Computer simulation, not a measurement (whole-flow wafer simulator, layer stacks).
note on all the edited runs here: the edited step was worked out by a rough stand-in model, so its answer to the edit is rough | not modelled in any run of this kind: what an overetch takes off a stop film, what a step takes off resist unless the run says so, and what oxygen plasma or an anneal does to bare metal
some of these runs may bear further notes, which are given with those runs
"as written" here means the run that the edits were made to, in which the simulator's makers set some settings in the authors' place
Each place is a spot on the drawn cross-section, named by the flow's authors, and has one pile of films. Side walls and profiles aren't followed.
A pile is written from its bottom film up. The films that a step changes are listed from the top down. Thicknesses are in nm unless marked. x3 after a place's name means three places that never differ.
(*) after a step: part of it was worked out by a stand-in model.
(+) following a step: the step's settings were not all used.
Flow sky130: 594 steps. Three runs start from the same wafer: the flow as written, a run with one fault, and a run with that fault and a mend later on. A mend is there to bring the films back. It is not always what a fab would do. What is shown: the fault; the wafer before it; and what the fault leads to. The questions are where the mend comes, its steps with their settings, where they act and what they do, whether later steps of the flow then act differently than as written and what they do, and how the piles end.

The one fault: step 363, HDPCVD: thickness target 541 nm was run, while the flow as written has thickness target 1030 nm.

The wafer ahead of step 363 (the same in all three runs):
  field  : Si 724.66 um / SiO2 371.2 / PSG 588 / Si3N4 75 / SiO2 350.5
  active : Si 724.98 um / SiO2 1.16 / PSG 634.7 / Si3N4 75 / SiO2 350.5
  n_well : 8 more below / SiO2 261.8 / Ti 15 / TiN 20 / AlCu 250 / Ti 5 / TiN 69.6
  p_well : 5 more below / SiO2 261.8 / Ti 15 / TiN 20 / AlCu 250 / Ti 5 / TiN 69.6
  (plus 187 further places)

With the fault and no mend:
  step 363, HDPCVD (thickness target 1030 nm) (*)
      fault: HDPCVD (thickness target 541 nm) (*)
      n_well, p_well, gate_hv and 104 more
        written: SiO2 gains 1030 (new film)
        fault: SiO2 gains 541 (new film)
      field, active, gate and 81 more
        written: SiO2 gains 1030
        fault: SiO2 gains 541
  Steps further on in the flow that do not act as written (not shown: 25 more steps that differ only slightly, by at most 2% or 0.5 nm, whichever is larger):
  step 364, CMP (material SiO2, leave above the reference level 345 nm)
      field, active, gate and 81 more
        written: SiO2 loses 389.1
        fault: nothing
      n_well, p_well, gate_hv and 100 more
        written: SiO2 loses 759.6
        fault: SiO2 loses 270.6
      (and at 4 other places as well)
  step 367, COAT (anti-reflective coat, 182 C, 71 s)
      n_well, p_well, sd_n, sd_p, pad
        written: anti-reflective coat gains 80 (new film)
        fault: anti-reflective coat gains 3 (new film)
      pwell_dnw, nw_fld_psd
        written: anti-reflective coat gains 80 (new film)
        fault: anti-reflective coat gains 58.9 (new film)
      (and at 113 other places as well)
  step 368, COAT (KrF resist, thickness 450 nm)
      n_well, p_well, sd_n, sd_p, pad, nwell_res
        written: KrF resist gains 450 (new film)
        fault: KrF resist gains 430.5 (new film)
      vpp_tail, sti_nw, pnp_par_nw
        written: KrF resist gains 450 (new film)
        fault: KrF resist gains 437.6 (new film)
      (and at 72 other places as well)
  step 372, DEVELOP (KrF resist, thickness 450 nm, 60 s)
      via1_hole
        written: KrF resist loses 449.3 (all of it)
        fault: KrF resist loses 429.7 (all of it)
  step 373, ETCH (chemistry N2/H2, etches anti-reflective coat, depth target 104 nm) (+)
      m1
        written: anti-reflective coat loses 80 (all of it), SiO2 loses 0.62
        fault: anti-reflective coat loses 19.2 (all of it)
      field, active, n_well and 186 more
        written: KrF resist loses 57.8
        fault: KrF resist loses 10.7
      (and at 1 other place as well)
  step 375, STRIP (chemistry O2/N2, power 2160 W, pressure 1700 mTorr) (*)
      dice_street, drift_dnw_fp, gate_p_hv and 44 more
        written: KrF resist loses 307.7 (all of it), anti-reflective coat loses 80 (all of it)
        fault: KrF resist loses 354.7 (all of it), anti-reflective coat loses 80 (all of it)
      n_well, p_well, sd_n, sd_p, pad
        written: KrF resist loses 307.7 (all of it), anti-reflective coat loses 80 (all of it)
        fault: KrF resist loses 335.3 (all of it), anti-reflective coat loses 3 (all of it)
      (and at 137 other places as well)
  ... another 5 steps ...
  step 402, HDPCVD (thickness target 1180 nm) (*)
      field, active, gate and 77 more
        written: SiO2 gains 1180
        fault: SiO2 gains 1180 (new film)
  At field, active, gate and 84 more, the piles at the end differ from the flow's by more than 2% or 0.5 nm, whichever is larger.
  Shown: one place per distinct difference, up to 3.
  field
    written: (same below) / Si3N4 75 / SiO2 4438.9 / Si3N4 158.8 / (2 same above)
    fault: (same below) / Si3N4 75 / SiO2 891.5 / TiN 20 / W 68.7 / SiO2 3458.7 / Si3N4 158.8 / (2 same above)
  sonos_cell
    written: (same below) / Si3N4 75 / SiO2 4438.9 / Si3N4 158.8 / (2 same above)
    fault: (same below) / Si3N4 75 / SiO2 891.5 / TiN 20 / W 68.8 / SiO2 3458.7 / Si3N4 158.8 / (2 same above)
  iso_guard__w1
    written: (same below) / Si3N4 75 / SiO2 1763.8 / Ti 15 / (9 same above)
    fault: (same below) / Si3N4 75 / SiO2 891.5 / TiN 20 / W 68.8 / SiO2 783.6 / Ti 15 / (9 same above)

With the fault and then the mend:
  The mend follows step 363.
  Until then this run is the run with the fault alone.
  step 363a, HDPCVD (thickness target 489 nm) (*) (the flow's step 363, run once more with other settings)
      field, active, n_well and 188 more
        SiO2 gains 489
  Every later step of the flow that is run acts as written at every place that is followed.
  At every place that both follow, the piles at the end match the flow's.
